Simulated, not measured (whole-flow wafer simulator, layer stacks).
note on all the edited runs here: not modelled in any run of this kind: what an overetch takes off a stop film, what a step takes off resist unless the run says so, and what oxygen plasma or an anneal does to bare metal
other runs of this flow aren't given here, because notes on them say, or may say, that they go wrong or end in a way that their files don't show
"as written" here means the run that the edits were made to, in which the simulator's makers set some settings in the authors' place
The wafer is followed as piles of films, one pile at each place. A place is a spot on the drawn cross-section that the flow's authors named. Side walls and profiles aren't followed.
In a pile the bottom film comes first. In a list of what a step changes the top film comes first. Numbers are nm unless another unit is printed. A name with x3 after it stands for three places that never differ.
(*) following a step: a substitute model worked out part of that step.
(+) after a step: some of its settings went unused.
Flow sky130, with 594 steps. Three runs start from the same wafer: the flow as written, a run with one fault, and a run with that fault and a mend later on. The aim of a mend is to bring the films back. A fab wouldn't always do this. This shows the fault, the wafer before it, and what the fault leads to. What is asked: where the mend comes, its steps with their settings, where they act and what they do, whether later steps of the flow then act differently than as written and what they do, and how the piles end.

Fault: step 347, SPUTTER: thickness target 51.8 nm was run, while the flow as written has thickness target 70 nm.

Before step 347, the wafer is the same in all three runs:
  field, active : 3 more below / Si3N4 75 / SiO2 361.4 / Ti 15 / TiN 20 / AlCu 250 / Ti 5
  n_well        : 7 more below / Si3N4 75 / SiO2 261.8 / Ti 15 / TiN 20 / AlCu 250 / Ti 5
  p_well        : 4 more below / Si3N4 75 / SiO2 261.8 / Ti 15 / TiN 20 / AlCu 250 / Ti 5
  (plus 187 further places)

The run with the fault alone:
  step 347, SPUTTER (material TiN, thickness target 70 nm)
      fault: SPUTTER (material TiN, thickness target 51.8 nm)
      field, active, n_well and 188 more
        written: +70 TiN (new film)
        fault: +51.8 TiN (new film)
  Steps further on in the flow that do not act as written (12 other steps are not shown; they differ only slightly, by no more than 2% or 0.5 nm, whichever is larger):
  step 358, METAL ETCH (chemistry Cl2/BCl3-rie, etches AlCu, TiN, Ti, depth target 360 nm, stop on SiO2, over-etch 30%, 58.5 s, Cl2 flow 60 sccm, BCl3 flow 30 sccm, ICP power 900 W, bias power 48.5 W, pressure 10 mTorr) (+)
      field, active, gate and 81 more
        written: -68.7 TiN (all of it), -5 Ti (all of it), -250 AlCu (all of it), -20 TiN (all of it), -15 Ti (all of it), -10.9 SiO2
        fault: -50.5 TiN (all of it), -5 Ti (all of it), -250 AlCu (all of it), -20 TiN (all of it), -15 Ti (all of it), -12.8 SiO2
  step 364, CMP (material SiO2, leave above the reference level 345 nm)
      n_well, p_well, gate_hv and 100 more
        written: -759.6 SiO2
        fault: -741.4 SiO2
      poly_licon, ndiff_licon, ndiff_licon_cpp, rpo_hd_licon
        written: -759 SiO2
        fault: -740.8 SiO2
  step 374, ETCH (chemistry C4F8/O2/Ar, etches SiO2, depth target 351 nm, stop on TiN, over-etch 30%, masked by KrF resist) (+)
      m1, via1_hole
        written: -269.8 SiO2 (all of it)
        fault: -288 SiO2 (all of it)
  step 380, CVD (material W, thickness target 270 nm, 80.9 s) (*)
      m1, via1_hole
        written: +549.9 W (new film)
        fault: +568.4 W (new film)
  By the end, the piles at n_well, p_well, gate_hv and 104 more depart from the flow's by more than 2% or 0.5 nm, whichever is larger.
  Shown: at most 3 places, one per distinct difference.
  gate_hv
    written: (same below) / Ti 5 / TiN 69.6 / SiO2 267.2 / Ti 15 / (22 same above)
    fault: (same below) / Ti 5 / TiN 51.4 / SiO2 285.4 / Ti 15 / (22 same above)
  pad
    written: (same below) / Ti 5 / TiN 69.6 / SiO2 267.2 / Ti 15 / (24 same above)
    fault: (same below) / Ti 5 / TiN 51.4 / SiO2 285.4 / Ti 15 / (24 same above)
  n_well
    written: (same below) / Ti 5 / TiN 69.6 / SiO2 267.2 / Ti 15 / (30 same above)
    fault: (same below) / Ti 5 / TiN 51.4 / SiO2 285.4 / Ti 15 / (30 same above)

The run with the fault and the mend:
  The mend stands after step 347.
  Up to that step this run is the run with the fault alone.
  step 347a, SPUTTER (material TiN, thickness target 18.2 nm) (the flow's step 347 again, with other settings)
      field, active, n_well and 188 more
        +18.2 TiN
  Later steps of the flow that are run all act as written at every place that is followed, up to a difference of at most 2% or 0.5 nm, whichever is larger.
  By the end, the piles equal the flow's at every place that both follow.
